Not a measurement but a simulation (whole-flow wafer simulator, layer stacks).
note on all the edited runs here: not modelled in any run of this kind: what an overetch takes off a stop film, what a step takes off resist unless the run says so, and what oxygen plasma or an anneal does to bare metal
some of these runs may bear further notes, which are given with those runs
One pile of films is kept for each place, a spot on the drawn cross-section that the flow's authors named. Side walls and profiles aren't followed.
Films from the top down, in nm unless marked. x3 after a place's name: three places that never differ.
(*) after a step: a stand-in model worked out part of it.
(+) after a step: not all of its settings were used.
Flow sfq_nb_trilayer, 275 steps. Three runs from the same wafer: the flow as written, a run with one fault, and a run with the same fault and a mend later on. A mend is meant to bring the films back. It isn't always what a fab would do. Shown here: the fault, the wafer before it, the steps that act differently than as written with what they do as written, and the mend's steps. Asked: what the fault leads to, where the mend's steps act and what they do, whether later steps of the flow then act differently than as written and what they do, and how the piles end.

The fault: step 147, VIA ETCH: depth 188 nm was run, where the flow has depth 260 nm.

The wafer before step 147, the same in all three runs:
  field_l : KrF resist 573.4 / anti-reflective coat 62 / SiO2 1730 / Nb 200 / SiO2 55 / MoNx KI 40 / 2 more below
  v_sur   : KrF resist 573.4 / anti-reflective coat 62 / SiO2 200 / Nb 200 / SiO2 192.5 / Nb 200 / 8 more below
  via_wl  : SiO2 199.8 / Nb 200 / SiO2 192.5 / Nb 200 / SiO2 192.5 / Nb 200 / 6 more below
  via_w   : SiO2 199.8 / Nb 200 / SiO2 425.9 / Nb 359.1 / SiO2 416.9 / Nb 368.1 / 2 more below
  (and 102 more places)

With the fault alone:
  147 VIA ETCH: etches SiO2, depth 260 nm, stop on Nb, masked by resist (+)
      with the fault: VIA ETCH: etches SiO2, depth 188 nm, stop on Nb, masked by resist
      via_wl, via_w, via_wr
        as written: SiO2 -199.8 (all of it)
        with the fault: SiO2 -188
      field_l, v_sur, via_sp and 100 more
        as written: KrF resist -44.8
        with the fault: KrF resist -32.4
  Later steps of the flow that act differently than as written (11 more steps differ only slightly, by at most 2% or 0.5 nm, whichever is larger, and aren't shown):
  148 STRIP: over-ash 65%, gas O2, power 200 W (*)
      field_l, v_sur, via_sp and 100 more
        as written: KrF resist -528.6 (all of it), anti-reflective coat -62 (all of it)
        with the fault: KrF resist -541 (all of it), anti-reflective coat -62 (all of it)
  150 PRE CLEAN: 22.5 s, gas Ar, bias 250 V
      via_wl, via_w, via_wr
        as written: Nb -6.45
        with the fault: SiO2 -7.5
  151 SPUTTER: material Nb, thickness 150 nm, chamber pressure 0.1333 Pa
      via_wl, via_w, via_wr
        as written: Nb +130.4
        with the fault: Nb +131.6 (new film)
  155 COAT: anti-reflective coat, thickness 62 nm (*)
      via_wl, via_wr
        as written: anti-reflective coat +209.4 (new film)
        with the fault: anti-reflective coat +198.8 (new film)
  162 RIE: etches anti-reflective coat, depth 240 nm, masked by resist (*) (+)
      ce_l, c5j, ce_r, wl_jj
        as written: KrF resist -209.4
        with the fault: KrF resist -198.8
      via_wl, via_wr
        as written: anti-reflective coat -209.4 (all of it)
        with the fault: anti-reflective coat -198.8 (all of it)
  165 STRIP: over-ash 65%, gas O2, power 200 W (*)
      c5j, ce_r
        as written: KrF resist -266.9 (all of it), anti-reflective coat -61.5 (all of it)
        with the fault: KrF resist -277.5 (all of it), anti-reflective coat -61.5 (all of it)
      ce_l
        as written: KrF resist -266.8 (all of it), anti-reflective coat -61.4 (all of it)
        with the fault: KrF resist -277.4 (all of it), anti-reflective coat -61.5 (all of it)
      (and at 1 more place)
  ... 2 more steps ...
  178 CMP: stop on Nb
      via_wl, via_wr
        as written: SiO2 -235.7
        with the fault: SiO2 -247.7
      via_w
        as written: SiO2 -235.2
        with the fault: SiO2 -247.2
  At the end the piles differ from the flow's by more than 2% or 0.5 nm, whichever is larger, at via_wl, via_w, via_wr.
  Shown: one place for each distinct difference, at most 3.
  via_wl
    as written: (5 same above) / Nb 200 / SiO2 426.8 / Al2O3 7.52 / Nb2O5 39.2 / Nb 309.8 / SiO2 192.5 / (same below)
    with the fault: (5 same above) / Nb 200 / SiO2 414.8 / Al2O3 7.56 / Nb2O5 39.1 / Nb 117.6 / SiO2 4.34 / Nb 200 / SiO2 192.5 / (same below)
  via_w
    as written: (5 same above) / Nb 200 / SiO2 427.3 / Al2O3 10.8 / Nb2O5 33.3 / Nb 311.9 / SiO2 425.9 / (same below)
    with the fault: (5 same above) / Nb 200 / SiO2 415.3 / Al2O3 10.9 / Nb2O5 33.1 / Nb 119.7 / SiO2 4.34 / Nb 200 / SiO2 425.9 / (same below)

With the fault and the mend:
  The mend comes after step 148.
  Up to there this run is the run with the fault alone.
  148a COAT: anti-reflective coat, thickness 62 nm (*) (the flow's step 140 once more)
      p4_fl x3, p4_w1 x9, p4_g1 x2 and 63 more
        anti-reflective coat +62 (new film)
      r_end, moat, field_r and 7 more
        anti-reflective coat +61.7 (new film)
      ce_r, sp_r, be_r, r_sur, res
        anti-reflective coat +61.6 (new film)
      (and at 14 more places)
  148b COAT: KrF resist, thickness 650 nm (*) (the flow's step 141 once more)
      p4_fl x3, p4_w1 x9, p4_g1 x2 and 63 more
        KrF resist +650 (new film)
      r_end, moat, field_r, lsp_l, l0_sur
        KrF resist +649.3 (new film)
      ln_m5, lsp_m, ln_m6, lsp_r
        KrF resist +649.4 (new film)
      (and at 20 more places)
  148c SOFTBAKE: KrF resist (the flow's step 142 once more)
      changes no film at any place that is followed
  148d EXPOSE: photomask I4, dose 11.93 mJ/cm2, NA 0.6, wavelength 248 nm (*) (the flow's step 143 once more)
      changes no film at any place that is followed
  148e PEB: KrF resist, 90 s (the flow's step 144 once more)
      ce_r, sp_r, be_r and 89 more
        KrF resist -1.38
      wire, be, be_sur, gap, jj_sur, ce_l, c5j
        KrF resist -1.37
      v_sur, via_sp, via_v
        KrF resist -1.36
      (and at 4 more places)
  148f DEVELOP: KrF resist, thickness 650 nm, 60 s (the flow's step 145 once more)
      field_l, v_sur, via_sp and 100 more
        KrF resist -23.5
      via_wl
        KrF resist -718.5 (all of it)
      via_w
        KrF resist -777.2 (all of it)
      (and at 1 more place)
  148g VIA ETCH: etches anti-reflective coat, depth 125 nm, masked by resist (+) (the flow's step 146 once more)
      field_l, v_sur, via_sp and 100 more
        KrF resist -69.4
      via_wl, via_wr
        anti-reflective coat -125
      via_w
        anti-reflective coat -83.1 (all of it), SiO2 -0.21
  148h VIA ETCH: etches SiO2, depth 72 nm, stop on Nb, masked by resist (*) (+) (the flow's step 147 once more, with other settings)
      field_l, v_sur, via_sp and 100 more
        KrF resist -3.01
      via_wl
        anti-reflective coat -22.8 (all of it), SiO2 -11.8 (all of it)
      via_w
        SiO2 -11.6 (all of it)
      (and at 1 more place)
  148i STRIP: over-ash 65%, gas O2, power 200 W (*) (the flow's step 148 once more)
      p4_fl x3, p4_w1 x9, p4_g1 x2 and 63 more
        KrF resist -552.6 (all of it), anti-reflective coat -62 (all of it)
      moat, field_r, lsp_l, ln_m5, lsp_m, ln_m6, lsp_r, l0_sur
        KrF resist -552 (all of it), anti-reflective coat -61.7 (all of it)
      jj_sur, ce_l
        KrF resist -551.5 (all of it), anti-reflective coat -61.5 (all of it)
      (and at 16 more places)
  No later step of the flow acts differently than as written, at any place that is followed, by more than 2% or 0.5 nm, whichever is larger.
  At the end the piles are the same as the flow's at every place that both follow.
